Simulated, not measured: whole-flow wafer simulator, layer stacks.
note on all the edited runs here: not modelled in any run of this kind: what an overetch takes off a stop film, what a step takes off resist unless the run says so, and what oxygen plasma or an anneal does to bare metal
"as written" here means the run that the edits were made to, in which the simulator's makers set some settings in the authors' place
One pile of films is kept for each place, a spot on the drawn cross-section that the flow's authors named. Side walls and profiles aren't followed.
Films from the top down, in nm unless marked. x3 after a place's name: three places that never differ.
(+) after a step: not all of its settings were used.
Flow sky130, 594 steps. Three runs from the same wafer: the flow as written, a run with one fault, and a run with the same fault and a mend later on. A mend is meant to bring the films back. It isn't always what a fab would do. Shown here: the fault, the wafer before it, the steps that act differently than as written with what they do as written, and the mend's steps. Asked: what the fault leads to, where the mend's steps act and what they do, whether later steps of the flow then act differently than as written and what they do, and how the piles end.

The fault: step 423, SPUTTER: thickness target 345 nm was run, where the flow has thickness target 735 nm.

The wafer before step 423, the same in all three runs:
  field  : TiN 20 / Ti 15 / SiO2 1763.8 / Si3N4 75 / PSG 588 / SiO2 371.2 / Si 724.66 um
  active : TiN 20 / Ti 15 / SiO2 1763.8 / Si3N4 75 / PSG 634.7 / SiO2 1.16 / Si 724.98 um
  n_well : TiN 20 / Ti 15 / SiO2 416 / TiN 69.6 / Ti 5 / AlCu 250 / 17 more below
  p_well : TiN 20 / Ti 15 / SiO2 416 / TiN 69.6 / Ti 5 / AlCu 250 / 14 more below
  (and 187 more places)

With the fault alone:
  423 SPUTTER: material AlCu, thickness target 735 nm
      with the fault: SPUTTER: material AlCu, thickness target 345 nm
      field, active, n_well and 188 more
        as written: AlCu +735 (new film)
        with the fault: AlCu +345 (new film)
  Later steps of the flow that act differently than as written (1 more step differs only slightly, by at most 2% or 0.5 nm, whichever is larger, and isn't shown):
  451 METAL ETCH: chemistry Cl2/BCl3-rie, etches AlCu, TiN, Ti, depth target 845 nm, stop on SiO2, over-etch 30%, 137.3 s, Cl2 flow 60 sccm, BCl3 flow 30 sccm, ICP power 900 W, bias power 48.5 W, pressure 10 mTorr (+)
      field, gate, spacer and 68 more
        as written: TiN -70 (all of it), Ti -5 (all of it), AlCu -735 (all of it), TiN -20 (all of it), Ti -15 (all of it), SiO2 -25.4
        with the fault: TiN -70 (all of it), Ti -5 (all of it), AlCu -345 (all of it), TiN -20 (all of it), Ti -15 (all of it), SiO2 -64.4
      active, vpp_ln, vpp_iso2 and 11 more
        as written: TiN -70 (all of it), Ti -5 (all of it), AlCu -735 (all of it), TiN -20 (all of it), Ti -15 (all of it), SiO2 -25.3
        with the fault: TiN -70 (all of it), Ti -5 (all of it), AlCu -345 (all of it), TiN -20 (all of it), Ti -15 (all of it), SiO2 -64.3
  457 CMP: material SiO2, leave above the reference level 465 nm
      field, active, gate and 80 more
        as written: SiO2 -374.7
        with the fault: SiO2 -725.7
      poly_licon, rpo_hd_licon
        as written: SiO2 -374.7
        with the fault: SiO2 -725.6
  At the end the piles differ from the flow's by more than 2% or 0.5 nm, whichever is larger, at field, active, n_well and 190 more.
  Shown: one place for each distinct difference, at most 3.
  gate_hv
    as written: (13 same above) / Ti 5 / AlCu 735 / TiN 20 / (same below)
    with the fault: (13 same above) / Ti 5 / AlCu 345 / TiN 20 / (same below)
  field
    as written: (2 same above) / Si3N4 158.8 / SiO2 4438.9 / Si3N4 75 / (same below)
    with the fault: (2 same above) / Si3N4 158.8 / SiO2 4048.9 / Si3N4 75 / (same below)
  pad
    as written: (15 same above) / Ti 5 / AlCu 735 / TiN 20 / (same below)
    with the fault: (15 same above) / Ti 5 / AlCu 345 / TiN 20 / (same below)

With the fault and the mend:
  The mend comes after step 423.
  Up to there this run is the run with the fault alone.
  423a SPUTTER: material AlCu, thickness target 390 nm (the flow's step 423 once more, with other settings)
      field, active, n_well and 188 more
        AlCu +390
  No later step of the flow acts differently than as written at any place that is followed.
  At the end the piles are the same as the flow's at every place that both follow.
